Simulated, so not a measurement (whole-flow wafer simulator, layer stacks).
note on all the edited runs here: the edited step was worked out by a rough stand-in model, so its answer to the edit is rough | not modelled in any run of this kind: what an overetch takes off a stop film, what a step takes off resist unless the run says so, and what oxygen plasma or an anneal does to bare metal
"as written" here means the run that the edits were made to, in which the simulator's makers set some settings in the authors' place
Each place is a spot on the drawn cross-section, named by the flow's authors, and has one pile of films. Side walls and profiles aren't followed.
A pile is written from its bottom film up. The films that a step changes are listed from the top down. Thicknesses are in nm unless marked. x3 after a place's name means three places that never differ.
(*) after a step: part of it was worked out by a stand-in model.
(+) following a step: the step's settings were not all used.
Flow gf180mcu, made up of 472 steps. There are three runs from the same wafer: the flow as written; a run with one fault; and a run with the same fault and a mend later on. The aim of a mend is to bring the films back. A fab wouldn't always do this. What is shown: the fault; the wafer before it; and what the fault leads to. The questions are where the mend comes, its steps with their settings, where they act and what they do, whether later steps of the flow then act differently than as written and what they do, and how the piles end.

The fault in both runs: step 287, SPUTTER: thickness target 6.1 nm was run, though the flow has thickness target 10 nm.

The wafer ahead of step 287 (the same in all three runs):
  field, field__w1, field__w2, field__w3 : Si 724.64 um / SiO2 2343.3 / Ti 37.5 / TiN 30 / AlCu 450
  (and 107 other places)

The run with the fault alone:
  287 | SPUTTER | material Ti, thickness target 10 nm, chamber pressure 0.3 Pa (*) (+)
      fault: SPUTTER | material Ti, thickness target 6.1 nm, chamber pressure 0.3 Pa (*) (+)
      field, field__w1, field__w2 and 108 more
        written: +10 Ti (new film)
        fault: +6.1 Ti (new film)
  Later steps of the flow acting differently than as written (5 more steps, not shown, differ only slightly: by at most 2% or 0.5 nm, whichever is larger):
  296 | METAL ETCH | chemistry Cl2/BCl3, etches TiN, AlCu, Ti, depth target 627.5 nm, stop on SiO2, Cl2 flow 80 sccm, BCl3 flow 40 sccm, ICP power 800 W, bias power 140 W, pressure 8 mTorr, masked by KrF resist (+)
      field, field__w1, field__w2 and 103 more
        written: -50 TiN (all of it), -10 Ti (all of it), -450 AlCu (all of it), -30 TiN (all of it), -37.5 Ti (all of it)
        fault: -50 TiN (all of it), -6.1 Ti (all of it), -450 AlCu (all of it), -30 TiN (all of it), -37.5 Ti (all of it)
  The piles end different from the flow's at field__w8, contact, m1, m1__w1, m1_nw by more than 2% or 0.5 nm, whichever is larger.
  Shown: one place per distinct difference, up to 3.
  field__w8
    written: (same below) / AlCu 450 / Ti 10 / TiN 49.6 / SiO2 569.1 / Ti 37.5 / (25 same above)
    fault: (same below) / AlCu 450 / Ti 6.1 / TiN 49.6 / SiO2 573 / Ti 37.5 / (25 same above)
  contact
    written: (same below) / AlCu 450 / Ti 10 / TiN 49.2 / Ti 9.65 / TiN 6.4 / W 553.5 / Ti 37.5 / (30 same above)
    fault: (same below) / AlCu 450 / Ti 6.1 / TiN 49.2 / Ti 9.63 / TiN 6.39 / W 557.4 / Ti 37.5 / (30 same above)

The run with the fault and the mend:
  The mend stands after step 287.
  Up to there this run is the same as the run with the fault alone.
  287a | SPUTTER | material Ti, thickness target 3.9 nm, chamber pressure 0.3 Pa (*) (+) (a further turn of the flow's step 287, with different settings)
      field, field__w1, field__w2 and 108 more
        +3.9 Ti
  Every later step of the flow that is run acts as written at every place that is followed.
  By the end, the piles equal the flow's at every place that both follow.
